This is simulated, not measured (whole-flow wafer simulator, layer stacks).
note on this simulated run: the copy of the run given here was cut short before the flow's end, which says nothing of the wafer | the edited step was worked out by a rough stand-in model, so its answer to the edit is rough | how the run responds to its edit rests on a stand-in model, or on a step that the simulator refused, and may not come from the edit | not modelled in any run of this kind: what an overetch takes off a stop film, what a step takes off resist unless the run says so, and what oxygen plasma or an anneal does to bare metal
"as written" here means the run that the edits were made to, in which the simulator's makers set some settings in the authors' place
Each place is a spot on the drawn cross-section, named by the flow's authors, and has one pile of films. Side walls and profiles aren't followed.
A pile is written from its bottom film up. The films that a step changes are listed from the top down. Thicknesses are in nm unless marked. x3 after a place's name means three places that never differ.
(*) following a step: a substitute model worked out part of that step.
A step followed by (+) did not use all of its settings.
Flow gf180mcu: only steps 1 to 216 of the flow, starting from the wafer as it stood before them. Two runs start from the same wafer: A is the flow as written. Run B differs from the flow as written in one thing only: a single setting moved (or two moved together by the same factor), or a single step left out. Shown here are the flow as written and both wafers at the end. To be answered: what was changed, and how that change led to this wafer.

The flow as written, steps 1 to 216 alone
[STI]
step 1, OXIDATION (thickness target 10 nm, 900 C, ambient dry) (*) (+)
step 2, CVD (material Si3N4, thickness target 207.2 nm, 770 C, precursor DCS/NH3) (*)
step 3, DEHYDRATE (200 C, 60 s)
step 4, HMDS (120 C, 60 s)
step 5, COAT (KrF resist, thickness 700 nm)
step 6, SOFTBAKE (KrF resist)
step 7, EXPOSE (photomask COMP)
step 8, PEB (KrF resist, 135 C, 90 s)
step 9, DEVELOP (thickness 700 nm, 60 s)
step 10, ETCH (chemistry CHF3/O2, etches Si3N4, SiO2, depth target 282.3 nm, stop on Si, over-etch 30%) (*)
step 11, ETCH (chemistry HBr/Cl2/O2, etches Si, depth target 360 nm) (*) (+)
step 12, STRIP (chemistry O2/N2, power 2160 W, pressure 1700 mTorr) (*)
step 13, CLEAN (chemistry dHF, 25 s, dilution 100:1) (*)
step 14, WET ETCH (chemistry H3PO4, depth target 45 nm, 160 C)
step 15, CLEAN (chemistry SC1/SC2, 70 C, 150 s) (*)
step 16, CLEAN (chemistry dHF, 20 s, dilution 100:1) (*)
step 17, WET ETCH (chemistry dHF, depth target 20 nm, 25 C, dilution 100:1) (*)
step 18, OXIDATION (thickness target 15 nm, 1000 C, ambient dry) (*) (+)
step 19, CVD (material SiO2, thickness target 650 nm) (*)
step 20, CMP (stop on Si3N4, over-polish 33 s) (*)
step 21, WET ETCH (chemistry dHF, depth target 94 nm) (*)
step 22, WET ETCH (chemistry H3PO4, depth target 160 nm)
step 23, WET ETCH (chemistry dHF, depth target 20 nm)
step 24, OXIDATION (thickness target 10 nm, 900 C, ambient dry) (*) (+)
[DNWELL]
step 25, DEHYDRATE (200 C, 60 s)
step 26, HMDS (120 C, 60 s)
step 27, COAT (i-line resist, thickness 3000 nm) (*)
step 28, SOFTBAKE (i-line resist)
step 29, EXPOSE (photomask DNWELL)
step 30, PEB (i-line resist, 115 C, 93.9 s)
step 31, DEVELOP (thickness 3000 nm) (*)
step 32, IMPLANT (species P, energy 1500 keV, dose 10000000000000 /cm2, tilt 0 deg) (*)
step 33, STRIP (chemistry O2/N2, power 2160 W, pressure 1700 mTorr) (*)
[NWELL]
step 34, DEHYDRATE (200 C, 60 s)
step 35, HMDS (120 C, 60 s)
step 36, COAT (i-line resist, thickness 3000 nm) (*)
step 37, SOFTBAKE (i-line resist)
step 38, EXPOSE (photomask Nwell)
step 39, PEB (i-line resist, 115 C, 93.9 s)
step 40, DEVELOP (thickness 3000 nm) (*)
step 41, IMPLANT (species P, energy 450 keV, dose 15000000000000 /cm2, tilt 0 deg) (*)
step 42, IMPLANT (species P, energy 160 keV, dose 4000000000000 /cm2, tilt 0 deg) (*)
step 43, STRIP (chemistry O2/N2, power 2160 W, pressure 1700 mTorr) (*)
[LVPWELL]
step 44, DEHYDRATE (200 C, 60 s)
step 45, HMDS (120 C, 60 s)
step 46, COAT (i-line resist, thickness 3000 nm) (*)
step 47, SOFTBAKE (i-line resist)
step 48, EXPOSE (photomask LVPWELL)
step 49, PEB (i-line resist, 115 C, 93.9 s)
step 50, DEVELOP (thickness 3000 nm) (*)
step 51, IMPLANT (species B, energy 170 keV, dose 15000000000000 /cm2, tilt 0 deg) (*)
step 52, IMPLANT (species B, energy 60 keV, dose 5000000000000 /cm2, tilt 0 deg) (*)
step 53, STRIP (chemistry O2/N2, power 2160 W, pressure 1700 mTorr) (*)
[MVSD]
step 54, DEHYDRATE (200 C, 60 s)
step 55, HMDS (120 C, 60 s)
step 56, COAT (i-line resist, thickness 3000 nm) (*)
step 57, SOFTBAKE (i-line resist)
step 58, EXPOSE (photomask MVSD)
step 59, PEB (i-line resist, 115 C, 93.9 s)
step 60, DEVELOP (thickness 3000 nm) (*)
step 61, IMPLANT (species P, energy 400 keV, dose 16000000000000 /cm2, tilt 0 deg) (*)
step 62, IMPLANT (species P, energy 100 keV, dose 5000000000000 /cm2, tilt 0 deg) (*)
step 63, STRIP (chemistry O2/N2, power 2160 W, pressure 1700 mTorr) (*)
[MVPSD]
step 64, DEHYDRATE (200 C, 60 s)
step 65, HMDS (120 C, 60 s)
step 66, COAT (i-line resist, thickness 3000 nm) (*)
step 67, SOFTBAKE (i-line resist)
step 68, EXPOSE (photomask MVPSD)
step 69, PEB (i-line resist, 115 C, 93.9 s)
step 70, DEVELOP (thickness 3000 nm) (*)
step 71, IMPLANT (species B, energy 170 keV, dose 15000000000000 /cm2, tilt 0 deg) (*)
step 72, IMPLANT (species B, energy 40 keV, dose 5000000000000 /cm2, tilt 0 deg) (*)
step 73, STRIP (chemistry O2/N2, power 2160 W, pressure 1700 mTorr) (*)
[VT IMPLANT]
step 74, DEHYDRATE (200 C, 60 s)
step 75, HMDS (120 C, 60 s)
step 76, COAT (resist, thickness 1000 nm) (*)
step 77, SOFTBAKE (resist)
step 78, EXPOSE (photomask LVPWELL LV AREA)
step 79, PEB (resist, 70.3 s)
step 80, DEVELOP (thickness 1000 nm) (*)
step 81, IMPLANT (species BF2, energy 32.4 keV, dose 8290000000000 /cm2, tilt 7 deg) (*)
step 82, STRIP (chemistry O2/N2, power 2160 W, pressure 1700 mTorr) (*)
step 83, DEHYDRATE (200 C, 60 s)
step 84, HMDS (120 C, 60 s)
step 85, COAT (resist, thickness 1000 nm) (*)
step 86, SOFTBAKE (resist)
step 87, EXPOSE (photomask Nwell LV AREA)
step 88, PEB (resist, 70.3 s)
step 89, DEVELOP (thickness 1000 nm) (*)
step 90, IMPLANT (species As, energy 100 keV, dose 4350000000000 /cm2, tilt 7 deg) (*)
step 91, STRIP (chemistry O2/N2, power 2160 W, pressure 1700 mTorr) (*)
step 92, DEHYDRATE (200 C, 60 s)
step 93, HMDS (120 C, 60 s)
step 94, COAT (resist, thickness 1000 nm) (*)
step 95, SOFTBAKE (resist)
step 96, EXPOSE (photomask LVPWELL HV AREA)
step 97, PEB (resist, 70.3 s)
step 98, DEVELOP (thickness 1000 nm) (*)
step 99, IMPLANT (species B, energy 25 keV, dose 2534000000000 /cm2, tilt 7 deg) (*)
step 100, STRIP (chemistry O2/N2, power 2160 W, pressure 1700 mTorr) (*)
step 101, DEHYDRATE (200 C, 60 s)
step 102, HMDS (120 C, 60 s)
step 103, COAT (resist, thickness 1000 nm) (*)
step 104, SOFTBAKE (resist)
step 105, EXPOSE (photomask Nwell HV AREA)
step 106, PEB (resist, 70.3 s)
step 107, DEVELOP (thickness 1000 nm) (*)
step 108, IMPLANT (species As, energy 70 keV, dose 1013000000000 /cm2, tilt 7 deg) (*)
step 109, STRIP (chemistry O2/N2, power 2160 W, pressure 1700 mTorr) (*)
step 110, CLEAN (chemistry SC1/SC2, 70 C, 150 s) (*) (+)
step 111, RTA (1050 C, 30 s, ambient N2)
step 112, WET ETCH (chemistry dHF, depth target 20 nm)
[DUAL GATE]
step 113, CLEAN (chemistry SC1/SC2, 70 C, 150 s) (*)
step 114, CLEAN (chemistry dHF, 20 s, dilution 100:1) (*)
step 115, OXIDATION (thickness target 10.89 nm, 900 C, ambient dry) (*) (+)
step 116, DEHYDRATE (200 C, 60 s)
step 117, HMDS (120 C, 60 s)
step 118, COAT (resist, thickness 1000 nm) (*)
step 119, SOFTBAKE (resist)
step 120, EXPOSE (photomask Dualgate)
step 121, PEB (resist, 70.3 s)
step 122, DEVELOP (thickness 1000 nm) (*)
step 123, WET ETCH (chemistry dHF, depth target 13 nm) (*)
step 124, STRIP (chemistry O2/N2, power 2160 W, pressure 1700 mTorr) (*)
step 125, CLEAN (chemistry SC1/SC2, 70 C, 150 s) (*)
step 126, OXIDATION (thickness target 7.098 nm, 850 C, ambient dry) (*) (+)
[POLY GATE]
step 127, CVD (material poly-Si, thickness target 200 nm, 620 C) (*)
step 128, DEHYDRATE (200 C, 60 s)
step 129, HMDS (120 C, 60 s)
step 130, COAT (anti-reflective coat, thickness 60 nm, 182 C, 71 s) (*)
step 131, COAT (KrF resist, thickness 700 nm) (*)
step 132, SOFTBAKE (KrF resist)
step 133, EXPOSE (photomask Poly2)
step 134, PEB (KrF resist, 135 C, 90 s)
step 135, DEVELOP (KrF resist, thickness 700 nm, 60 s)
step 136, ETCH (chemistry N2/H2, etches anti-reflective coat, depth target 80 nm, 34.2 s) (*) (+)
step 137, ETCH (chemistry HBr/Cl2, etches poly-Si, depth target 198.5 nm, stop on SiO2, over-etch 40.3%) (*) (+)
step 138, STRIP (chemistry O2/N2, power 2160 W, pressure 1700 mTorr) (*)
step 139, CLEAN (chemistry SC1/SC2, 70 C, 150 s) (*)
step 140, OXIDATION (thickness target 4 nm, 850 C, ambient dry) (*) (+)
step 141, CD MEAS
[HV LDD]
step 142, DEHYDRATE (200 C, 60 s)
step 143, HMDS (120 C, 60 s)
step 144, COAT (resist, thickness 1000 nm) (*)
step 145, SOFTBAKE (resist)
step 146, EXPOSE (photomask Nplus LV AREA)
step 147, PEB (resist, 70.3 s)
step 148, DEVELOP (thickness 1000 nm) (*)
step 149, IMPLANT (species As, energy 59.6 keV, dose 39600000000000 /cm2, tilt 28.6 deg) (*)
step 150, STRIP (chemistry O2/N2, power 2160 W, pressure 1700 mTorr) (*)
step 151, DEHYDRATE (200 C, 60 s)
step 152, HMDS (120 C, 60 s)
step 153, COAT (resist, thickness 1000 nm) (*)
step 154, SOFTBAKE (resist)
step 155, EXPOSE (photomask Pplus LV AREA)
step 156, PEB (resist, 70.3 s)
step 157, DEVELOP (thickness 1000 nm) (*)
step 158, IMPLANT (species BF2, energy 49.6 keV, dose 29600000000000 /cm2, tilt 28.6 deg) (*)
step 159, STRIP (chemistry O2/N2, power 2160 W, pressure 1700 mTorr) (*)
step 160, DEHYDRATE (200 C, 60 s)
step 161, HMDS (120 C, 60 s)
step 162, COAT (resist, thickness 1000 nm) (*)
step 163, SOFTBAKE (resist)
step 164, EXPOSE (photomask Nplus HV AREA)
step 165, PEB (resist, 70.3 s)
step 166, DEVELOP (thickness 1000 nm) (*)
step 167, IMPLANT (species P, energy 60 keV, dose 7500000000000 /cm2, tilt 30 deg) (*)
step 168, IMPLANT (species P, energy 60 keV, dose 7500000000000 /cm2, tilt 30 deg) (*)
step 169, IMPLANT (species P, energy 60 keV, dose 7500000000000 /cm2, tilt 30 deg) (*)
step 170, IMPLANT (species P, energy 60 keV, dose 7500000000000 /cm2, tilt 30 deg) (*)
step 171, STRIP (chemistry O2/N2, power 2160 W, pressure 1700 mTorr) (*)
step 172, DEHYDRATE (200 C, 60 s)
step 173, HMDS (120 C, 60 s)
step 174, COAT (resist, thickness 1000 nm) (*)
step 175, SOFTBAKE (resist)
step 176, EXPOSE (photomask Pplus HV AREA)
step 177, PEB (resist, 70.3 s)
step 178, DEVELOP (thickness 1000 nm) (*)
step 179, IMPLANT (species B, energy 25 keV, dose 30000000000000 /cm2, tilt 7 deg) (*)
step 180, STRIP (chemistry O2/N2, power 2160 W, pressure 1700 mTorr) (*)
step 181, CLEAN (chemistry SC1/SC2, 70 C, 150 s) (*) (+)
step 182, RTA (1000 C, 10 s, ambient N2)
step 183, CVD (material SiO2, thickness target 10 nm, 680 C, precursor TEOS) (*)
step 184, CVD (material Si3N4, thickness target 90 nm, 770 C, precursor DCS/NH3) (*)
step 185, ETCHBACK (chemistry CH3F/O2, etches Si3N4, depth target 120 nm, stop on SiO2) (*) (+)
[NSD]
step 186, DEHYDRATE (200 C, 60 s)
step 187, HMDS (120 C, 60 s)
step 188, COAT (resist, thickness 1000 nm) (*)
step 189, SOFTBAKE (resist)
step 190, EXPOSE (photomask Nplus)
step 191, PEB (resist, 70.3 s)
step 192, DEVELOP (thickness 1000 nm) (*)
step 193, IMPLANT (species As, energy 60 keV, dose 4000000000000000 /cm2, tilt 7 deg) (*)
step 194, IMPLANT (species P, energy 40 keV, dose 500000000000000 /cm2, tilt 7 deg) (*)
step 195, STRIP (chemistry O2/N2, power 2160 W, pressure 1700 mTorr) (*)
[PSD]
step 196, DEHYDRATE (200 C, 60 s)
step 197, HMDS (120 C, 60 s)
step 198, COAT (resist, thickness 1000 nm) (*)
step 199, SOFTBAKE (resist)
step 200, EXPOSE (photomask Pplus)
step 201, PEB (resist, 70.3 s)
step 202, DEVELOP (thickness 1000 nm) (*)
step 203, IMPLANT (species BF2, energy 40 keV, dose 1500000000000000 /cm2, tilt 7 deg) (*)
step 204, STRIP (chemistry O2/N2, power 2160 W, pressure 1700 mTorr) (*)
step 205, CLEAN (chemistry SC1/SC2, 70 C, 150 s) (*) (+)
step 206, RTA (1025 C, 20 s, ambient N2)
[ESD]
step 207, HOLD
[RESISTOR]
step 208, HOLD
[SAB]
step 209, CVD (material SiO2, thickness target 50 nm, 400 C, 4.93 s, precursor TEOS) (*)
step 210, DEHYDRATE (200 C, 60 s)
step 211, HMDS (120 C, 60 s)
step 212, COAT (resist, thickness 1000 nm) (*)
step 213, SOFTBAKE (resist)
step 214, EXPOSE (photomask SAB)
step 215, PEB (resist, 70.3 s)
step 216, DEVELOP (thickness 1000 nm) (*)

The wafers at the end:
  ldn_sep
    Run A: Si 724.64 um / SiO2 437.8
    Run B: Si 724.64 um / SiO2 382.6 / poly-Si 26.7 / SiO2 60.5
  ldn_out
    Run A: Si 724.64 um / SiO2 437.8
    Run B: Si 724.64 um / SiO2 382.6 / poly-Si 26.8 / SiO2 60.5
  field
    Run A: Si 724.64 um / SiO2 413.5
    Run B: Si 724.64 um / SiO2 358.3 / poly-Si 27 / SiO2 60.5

Cause: step 137, ETCH: depth target 121.1 nm was run, though the flow has depth target 198.5 nm.

How this came from the change, step by step:
  step 137, ETCH (chemistry HBr/Cl2, etches poly-Si, depth target 198.5 nm, stop on SiO2, over-etch 40.3%) (*) (+)
      field__w3, field__w12, field_sub and 14 more: A poly-Si loses 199 (all of it), SiO2 loses 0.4 | B poly-Si loses 169.9
      field__w6, sti, m1 and 11 more: A poly-Si loses 198.8 (all of it), SiO2 loses 0.4 | B poly-Si loses 169.9
      (as well as at 61 more places)
  step 138, STRIP (chemistry O2/N2, power 2160 W, pressure 1700 mTorr) (*)
      field, field__w1, field__w2 and 61 more: A nothing | B chemical SiO2 gains 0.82 (new film), poly-Si loses 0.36
      gate: A chemical SiO2 gains 0.68 (new film), KrF resist loses 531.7 (all of it), anti-reflective coat loses 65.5 (all of it), poly-Si loses 0.3 | B chemical SiO2 gains 0.67 (new film), KrF resist loses 567.9 (all of it), anti-reflective coat loses 65.5 (all of it), poly-Si loses 0.3
      (as well as at 27 more places)
  step 139, CLEAN (chemistry SC1/SC2, 70 C, 150 s) (*)
      field, field__w1, field__w2 and 34 more: A SiO2 loses 0.68 | B chemical SiO2 loses 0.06, poly-Si loses 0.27
  step 140, OXIDATION (thickness target 4 nm, 850 C, ambient dry) (*) (+)
      field, field__w1, field__w2 and 21 more: A SiO2 gains 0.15, Si loses 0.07 | B SiO2 gains 4 (new film), chemical SiO2 loses 0.76 (all of it), poly-Si loses 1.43
      active_hv, active_nat, ld_sd_n and 11 more: A SiO2 gains 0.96, Si loses 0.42 | B SiO2 gains 4 (new film), chemical SiO2 loses 0.76 (all of it), poly-Si loses 1.43
      (as well as at 26 more places)
  step 144, COAT (resist, thickness 1000 nm) (*)
      gate: A resist gains 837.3 (new film) | B resist gains 863.9 (new film)
      gate_hv: A resist gains 845.4 (new film) | B resist gains 869.3 (new film)
      (as well as at 26 more places)
  step 145, SOFTBAKE (resist)
      nw_enc_fld_lv__w3: A resist gains 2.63 | B resist loses 0.53
      field__w1: A resist gains 4.19 | B resist gains 3.4
      (as well as at 55 more places)
  step 147, PEB (resist, 70.3 s)
      polyc_n, polyc_p: A resist loses 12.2 | B resist loses 12.8
  step 148, DEVELOP (thickness 1000 nm) (*)
      gate: A resist loses 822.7 (all of it) | B resist loses 849.3 (all of it)
      npoly_u: A resist loses 821.5 (all of it) | B resist loses 847.1 (all of it)
      (as well as at 3 more places)
  step 150, STRIP (chemistry O2/N2, power 2160 W, pressure 1700 mTorr) (*)
      gate_hv: A resist loses 824.2 (all of it) | B resist loses 849.1 (all of it)
      gate_p: A resist loses 828.7 (all of it) | B resist loses 854.3 (all of it)
      (as well as at 21 more places)
  step 153, COAT (resist, thickness 1000 nm) (*)
      gate: A resist gains 837.3 (new film) | B resist gains 863.9 (new film)
      gate_hv: A resist gains 845.4 (new film) | B resist gains 869.3 (new film)
      (as well as at 26 more places)
  step 154, SOFTBAKE (resist)
      nw_enc_fld_lv__w3: A resist gains 2.63 | B resist loses 0.53
      field__w1: A resist gains 4.19 | B resist gains 3.4
      (as well as at 55 more places)
  step 156, PEB (resist, 70.3 s)
      polyc_n, polyc_p: A resist loses 12.2 | B resist loses 12.8
  step 157, DEVELOP (thickness 1000 nm) (*)
      gate_p: A resist loses 828.7 (all of it) | B resist loses 854.3 (all of it)
      ppoly_u: A resist loses 827 (all of it) | B resist loses 851.7 (all of it)
      (as well as at 3 more places)
  step 159, STRIP (chemistry O2/N2, power 2160 W, pressure 1700 mTorr) (*)
      gate: A resist loses 822.7 (all of it) | B resist loses 849.3 (all of it)
      gate_hv: A resist loses 824.2 (all of it) | B resist loses 849.1 (all of it)
      (as well as at 21 more places)
  step 162, COAT (resist, thickness 1000 nm) (*)
      gate: A resist gains 837.3 (new film) | B resist gains 863.9 (new film)
      gate_hv: A resist gains 845.4 (new film) | B resist gains 869.3 (new film)
      (as well as at 26 more places)
  step 163, SOFTBAKE (resist)
      nw_enc_fld_lv__w3: A resist gains 2.63 | B resist loses 0.53
      field__w1: A resist gains 4.19 | B resist gains 3.4
      (as well as at 55 more places)
  ... another 21 steps ...
  step 216, DEVELOP (thickness 1000 nm) (*)
      gate: A resist loses 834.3 (all of it) | B resist loses 858.9 (all of it)
      gate_hv: A resist loses 836.1 (all of it) | B resist loses 859 (all of it)
      (as well as at 24 more places)
